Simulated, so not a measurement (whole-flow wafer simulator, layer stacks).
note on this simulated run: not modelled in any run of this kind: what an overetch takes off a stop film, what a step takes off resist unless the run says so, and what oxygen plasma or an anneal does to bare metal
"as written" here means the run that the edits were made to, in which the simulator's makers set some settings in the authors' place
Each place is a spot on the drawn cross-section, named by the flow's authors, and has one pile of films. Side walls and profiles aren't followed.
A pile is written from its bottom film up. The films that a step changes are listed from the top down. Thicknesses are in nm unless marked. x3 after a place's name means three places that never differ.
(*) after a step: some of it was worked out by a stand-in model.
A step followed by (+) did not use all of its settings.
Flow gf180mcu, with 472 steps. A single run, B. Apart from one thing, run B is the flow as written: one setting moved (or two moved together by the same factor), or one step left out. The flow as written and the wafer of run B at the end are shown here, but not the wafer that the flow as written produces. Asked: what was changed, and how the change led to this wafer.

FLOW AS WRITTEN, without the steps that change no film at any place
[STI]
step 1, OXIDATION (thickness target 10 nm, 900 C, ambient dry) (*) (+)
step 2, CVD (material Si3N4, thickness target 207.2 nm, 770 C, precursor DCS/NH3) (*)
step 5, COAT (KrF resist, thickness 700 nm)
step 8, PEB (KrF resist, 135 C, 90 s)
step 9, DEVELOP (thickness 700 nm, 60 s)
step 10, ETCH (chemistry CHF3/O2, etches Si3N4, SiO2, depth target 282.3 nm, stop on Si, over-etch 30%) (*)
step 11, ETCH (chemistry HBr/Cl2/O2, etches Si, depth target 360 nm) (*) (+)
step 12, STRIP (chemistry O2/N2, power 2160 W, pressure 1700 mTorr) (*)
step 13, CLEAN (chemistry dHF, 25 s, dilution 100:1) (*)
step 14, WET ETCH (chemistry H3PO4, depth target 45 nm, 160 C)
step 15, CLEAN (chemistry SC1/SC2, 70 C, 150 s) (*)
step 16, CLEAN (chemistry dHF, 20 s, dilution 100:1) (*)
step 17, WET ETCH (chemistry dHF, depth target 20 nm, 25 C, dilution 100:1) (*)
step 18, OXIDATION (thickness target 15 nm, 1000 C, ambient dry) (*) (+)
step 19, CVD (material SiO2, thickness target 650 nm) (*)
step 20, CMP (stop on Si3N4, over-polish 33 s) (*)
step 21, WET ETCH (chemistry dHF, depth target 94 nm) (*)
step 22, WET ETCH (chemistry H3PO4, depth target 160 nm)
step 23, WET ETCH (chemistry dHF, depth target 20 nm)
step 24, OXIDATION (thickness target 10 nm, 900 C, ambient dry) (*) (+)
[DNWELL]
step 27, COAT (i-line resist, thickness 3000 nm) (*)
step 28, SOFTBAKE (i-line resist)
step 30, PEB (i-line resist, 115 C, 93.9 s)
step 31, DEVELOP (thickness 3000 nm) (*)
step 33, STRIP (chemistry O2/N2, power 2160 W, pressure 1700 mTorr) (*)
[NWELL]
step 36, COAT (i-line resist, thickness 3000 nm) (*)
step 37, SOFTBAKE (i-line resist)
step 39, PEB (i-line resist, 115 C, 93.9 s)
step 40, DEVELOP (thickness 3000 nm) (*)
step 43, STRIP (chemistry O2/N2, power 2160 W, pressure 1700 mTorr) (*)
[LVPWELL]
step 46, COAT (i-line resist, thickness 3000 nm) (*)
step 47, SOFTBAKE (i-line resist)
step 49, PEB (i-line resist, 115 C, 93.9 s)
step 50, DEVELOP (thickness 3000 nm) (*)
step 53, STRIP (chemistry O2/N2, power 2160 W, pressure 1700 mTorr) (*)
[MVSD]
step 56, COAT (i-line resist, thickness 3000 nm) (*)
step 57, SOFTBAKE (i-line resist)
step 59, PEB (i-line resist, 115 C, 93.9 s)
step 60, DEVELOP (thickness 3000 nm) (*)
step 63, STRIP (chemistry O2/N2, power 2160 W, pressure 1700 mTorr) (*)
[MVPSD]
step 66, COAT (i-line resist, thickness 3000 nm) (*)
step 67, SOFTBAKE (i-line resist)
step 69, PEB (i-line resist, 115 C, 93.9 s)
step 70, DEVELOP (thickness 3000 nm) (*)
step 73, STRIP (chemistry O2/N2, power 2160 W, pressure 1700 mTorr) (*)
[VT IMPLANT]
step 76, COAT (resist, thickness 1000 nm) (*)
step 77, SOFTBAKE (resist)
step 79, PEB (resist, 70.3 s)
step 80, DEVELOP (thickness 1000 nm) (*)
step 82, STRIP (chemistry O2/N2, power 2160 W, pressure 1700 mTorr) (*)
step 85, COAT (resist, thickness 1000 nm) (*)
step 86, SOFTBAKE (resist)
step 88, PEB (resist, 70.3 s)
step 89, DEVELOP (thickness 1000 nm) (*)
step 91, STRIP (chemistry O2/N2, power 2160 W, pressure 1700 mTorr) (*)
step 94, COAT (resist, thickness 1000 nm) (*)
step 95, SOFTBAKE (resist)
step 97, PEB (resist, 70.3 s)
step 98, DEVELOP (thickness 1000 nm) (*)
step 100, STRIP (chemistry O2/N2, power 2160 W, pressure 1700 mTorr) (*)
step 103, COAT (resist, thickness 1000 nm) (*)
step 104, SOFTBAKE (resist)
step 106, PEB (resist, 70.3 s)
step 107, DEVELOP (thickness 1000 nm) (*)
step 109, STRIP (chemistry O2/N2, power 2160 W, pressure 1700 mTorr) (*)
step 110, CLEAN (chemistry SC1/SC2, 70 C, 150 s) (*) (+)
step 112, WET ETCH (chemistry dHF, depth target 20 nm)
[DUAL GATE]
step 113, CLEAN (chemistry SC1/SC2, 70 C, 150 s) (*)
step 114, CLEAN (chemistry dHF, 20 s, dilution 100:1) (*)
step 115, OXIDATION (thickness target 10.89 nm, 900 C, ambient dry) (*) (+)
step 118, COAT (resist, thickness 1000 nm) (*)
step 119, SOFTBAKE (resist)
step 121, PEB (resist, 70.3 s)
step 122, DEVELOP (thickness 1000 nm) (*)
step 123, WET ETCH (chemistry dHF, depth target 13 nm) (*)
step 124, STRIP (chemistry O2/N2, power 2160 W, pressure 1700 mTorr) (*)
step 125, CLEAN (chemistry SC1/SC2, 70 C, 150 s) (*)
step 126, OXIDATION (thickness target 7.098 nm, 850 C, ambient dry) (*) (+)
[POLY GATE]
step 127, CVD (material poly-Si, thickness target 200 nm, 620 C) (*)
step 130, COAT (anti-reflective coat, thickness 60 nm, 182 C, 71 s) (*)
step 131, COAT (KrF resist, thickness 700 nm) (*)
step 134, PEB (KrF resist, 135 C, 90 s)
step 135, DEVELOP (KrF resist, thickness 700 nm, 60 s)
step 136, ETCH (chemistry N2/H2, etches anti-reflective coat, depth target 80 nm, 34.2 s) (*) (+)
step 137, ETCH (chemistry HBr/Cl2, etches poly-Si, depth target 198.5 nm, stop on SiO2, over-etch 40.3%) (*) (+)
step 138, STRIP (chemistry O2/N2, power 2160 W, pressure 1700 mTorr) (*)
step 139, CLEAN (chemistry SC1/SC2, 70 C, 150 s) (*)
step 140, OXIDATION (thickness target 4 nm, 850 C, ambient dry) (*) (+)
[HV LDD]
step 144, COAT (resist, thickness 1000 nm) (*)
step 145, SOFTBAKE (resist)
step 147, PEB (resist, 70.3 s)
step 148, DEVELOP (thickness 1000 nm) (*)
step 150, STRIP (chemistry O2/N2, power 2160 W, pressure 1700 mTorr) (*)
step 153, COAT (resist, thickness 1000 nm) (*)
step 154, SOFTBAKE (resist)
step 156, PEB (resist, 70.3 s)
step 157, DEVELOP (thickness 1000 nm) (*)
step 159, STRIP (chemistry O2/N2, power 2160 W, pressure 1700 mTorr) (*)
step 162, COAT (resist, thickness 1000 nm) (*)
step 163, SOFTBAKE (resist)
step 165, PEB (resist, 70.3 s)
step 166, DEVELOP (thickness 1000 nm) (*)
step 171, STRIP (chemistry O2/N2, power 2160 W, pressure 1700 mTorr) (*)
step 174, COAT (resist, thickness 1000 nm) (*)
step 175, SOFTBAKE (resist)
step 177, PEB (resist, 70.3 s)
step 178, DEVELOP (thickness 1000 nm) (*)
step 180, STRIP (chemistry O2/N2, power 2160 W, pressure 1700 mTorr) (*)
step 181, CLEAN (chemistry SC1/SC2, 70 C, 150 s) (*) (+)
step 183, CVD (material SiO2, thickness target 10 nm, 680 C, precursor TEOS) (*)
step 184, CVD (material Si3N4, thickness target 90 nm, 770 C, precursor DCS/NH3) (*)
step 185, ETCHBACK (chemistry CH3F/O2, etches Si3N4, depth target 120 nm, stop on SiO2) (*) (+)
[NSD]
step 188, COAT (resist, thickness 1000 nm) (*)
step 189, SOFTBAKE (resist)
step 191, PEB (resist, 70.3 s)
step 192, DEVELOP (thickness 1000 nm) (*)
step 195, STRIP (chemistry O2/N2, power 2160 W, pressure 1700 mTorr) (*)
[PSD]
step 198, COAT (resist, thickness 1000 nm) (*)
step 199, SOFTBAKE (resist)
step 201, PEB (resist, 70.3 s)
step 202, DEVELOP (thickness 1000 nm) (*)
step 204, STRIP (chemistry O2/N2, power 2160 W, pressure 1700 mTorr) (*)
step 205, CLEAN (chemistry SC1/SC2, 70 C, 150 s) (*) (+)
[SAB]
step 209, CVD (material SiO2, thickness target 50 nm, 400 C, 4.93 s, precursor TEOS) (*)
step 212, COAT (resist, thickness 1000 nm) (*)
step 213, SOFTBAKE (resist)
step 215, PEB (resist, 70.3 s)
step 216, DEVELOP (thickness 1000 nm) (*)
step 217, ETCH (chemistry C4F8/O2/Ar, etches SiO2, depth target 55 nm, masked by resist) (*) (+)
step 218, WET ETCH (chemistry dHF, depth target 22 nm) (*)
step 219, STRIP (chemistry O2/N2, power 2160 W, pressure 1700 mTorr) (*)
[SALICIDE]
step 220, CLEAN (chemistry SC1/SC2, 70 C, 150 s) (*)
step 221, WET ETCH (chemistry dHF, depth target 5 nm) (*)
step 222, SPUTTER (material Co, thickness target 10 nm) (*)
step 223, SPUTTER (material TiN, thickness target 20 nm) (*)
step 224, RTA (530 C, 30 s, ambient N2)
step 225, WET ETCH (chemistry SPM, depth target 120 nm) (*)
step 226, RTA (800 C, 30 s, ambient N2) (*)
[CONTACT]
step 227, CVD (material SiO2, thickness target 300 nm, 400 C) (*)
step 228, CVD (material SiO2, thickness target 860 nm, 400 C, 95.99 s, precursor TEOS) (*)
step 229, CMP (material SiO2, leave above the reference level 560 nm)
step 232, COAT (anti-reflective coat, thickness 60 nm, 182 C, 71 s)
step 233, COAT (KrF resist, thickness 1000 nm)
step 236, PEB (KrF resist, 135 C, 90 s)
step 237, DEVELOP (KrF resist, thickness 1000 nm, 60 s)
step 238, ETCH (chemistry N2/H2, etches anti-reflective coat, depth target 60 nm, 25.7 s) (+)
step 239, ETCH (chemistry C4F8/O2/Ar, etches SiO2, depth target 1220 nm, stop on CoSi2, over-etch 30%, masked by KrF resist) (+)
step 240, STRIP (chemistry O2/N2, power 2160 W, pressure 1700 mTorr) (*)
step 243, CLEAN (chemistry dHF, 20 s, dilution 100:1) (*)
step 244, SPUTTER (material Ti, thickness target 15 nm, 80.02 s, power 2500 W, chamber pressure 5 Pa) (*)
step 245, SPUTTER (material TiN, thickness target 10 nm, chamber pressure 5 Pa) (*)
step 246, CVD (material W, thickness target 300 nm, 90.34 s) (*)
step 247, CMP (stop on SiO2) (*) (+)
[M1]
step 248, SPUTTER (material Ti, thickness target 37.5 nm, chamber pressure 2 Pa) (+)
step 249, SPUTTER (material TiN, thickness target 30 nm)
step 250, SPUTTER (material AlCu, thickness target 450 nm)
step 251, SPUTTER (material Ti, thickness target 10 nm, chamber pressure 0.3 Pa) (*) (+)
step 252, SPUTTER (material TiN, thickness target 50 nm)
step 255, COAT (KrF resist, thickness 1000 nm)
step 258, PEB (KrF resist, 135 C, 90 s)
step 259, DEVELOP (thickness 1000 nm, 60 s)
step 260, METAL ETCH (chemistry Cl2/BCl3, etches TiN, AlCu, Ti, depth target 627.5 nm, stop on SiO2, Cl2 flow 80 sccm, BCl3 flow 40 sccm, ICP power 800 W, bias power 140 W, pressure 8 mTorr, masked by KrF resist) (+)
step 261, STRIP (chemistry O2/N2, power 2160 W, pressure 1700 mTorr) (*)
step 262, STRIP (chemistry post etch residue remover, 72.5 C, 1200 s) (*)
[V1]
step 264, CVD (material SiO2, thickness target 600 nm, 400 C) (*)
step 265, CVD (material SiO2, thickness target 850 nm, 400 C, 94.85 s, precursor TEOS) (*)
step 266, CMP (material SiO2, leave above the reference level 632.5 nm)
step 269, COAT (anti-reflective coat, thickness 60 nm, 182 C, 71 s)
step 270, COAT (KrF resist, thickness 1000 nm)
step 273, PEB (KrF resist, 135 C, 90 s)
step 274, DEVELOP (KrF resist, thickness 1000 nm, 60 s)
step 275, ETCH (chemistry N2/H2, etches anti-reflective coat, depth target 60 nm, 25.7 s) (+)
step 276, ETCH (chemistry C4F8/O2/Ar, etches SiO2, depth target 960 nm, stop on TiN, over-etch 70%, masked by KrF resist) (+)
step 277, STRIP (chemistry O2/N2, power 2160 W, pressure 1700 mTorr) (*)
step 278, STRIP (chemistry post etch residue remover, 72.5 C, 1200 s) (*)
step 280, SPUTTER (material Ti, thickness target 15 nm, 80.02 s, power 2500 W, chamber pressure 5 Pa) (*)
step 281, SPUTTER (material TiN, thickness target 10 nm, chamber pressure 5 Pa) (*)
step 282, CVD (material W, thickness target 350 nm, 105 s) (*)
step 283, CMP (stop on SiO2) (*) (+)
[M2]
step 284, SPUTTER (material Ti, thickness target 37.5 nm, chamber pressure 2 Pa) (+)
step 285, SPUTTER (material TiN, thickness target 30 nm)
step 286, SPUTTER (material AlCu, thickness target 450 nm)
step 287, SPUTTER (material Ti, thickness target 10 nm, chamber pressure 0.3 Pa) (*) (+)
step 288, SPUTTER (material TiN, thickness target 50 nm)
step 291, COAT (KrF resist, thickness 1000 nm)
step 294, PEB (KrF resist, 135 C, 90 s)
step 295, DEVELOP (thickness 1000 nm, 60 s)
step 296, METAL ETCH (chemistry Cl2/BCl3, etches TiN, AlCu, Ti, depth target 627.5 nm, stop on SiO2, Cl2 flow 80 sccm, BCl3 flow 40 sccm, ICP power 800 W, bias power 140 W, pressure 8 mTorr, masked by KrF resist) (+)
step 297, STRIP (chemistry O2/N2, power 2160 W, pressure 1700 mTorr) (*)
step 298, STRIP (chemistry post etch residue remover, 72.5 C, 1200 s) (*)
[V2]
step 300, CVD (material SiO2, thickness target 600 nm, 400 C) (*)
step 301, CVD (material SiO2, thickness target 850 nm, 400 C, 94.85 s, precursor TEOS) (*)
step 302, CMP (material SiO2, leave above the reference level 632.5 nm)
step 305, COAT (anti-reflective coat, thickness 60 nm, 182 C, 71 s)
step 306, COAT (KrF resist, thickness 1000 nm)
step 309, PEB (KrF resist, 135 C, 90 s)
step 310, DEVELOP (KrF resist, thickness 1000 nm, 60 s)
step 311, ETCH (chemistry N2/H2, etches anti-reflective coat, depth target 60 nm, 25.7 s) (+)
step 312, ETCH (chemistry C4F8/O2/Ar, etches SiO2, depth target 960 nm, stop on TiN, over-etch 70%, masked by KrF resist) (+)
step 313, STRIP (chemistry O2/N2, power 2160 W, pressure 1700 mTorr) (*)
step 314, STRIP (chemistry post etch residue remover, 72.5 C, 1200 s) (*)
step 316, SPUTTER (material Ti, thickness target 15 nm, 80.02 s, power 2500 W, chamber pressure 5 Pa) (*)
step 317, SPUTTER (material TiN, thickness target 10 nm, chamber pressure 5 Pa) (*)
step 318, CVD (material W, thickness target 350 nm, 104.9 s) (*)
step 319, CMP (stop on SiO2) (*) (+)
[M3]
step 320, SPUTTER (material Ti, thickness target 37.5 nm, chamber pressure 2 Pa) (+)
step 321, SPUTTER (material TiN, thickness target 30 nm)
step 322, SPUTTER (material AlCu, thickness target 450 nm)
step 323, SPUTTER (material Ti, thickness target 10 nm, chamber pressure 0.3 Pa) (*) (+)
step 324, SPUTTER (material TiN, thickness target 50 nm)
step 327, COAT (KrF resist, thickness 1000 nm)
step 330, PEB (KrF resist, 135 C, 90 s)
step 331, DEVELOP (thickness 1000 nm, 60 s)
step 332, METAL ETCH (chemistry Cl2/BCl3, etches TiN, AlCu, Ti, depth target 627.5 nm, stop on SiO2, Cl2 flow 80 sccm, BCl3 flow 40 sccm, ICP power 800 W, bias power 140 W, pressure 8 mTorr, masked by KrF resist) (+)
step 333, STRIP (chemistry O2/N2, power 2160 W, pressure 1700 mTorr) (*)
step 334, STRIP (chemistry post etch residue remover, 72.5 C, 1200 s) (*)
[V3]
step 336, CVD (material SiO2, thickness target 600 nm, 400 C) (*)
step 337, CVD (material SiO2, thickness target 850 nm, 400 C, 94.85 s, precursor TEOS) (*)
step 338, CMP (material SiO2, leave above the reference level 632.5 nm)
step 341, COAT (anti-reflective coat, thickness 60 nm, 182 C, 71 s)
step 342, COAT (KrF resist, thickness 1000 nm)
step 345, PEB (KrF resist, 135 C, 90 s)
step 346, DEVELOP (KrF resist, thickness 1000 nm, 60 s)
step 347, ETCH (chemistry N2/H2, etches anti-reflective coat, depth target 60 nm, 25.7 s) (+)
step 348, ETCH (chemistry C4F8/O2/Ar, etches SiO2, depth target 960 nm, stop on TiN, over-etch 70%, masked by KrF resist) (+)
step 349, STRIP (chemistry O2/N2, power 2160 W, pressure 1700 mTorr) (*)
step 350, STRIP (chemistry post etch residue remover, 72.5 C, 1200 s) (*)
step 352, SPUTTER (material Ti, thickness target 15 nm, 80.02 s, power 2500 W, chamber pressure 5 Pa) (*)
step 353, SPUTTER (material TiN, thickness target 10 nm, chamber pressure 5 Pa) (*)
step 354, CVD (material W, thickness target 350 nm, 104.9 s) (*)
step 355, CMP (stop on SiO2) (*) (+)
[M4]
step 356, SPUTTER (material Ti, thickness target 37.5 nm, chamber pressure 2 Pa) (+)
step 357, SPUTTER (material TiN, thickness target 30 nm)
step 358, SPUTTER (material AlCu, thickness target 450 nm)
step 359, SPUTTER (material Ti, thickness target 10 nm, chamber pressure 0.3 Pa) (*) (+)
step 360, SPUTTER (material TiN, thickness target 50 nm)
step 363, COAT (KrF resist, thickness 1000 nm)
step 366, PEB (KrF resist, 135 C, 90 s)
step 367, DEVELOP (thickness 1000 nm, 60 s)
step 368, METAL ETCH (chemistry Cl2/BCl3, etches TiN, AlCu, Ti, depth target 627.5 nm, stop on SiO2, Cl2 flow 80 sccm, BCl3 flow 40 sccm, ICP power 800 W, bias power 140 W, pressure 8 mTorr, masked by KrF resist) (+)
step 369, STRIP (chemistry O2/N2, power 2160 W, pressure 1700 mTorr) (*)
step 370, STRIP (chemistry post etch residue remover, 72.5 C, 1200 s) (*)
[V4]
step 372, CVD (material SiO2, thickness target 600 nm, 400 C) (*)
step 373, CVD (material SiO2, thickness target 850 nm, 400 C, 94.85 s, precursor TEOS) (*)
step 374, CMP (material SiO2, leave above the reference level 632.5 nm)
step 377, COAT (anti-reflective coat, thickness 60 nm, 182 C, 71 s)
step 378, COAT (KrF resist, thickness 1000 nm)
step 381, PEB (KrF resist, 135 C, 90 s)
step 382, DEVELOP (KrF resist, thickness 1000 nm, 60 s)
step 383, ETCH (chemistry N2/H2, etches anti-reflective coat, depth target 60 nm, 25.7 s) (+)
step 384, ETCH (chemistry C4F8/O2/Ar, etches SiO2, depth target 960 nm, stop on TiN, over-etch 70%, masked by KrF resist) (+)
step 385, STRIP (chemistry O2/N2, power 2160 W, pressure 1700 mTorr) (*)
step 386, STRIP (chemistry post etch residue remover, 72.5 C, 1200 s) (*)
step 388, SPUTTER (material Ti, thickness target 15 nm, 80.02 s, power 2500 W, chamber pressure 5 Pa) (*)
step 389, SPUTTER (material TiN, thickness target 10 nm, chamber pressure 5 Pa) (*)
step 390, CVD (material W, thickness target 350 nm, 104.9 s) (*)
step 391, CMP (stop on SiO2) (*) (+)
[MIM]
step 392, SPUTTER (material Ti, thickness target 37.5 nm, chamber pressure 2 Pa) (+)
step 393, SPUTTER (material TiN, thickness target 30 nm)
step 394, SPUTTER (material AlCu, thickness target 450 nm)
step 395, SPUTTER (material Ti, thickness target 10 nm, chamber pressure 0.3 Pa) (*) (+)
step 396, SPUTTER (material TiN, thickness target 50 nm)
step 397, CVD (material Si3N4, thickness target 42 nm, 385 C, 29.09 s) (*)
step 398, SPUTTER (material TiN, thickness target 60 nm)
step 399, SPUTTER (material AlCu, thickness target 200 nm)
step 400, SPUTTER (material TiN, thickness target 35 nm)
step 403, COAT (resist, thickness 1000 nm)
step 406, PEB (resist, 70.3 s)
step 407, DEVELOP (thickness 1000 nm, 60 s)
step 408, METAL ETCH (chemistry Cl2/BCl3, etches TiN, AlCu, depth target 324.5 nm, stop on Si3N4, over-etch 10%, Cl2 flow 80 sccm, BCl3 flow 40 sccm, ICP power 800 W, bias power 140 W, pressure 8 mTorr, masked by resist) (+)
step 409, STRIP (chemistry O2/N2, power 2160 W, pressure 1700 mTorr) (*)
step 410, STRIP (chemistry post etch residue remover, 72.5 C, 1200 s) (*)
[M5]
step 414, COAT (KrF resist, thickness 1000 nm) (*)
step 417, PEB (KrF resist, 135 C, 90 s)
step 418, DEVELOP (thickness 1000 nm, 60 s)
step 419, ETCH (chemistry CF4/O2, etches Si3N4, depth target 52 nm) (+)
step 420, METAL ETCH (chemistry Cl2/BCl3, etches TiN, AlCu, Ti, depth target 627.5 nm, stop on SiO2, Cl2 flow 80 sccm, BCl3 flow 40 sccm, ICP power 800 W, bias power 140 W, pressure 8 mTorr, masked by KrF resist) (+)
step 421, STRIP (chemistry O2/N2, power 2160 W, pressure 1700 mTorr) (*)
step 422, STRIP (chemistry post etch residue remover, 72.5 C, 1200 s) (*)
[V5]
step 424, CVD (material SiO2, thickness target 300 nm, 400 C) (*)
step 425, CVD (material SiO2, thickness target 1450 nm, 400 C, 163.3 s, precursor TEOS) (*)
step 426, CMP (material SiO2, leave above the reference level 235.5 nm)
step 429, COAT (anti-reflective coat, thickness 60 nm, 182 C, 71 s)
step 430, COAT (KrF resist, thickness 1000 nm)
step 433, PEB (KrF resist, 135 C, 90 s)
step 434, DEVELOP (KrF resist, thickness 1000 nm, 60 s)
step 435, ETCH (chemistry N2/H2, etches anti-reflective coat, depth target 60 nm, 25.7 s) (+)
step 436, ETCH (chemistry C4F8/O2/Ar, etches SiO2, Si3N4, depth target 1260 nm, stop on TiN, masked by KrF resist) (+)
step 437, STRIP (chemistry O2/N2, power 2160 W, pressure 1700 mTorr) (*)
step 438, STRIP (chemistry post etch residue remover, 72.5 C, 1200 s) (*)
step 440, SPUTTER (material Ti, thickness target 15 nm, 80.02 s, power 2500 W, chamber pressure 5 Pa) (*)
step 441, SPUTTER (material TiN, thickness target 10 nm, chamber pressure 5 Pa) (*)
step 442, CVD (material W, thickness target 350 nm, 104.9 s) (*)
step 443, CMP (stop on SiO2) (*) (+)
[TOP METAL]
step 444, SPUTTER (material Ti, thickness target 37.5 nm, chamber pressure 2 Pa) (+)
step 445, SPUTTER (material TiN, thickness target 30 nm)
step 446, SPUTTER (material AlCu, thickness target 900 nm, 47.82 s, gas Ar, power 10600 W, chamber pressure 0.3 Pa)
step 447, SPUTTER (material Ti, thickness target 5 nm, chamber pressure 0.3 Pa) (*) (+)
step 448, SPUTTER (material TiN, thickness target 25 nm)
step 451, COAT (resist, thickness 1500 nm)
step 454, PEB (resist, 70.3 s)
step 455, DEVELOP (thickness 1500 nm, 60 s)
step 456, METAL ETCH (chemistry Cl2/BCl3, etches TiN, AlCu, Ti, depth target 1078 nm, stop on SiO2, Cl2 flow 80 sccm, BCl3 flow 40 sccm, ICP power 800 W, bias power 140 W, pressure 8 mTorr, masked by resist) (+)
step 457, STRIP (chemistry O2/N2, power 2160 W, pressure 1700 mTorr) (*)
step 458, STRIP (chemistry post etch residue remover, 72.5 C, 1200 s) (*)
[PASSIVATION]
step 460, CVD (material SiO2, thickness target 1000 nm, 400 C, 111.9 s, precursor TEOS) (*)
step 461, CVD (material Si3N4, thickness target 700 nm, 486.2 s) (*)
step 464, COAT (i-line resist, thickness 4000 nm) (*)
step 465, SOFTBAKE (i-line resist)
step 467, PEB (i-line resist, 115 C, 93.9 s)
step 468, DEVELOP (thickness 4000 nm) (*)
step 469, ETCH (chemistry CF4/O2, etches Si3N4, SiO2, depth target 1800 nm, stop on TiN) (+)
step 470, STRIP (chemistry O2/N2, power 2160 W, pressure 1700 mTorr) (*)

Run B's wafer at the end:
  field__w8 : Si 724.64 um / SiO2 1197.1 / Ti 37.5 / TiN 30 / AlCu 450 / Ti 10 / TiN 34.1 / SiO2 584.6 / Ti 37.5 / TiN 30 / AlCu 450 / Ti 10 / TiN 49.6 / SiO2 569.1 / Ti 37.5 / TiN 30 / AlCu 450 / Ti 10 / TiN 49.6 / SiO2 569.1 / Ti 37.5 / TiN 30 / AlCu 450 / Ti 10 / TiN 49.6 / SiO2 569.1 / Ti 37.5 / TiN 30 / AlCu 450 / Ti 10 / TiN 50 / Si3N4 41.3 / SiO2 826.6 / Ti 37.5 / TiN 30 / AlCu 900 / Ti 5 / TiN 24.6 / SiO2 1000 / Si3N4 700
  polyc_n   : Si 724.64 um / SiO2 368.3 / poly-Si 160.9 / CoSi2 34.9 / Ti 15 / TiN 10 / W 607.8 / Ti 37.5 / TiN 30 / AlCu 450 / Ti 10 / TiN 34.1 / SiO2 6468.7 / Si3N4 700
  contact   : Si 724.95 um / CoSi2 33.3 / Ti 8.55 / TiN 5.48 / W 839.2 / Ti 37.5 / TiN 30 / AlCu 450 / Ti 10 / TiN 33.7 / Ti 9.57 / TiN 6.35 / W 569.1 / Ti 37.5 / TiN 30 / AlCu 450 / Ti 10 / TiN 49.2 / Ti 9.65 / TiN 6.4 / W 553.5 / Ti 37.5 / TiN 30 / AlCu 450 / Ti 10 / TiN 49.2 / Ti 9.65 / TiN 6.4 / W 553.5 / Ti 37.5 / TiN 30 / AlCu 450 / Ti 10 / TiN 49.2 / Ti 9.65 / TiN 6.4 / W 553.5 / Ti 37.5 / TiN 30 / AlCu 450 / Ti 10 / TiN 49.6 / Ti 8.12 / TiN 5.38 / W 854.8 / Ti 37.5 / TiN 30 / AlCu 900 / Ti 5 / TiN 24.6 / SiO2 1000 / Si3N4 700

The reason: step 252, SPUTTER: thickness target 34.5 nm was run, though the flow has thickness target 50 nm.

How this came from the change, step by step:
  step 252, SPUTTER (material TiN, thickness target 50 nm)
      field, field__w1, field__w2 and 108 more: TiN gains 34.5 (new film) (as written it would have been: TiN gains 50 (new film))
  step 260, METAL ETCH (chemistry Cl2/BCl3, etches TiN, AlCu, Ti, depth target 627.5 nm, stop on SiO2, Cl2 flow 80 sccm, BCl3 flow 40 sccm, ICP power 800 W, bias power 140 W, pressure 8 mTorr, masked by KrF resist) (+)
      field, field__w1, field__w2 and 99 more: TiN loses 34.5 (all of it), Ti loses 10 (all of it), AlCu loses 450 (all of it), TiN loses 30 (all of it), Ti loses 37.5 (all of it) (as written it would have been: TiN loses 50 (all of it), Ti loses 10 (all of it), AlCu loses 450 (all of it), TiN loses 30 (all of it), Ti loses 37.5 (all of it))
  step 276, ETCH (chemistry C4F8/O2/Ar, etches SiO2, depth target 960 nm, stop on TiN, over-etch 70%, masked by KrF resist) (+)
      contact: SiO2 loses 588 (all of it) (as written it would have been: SiO2 loses 572.5 (all of it))
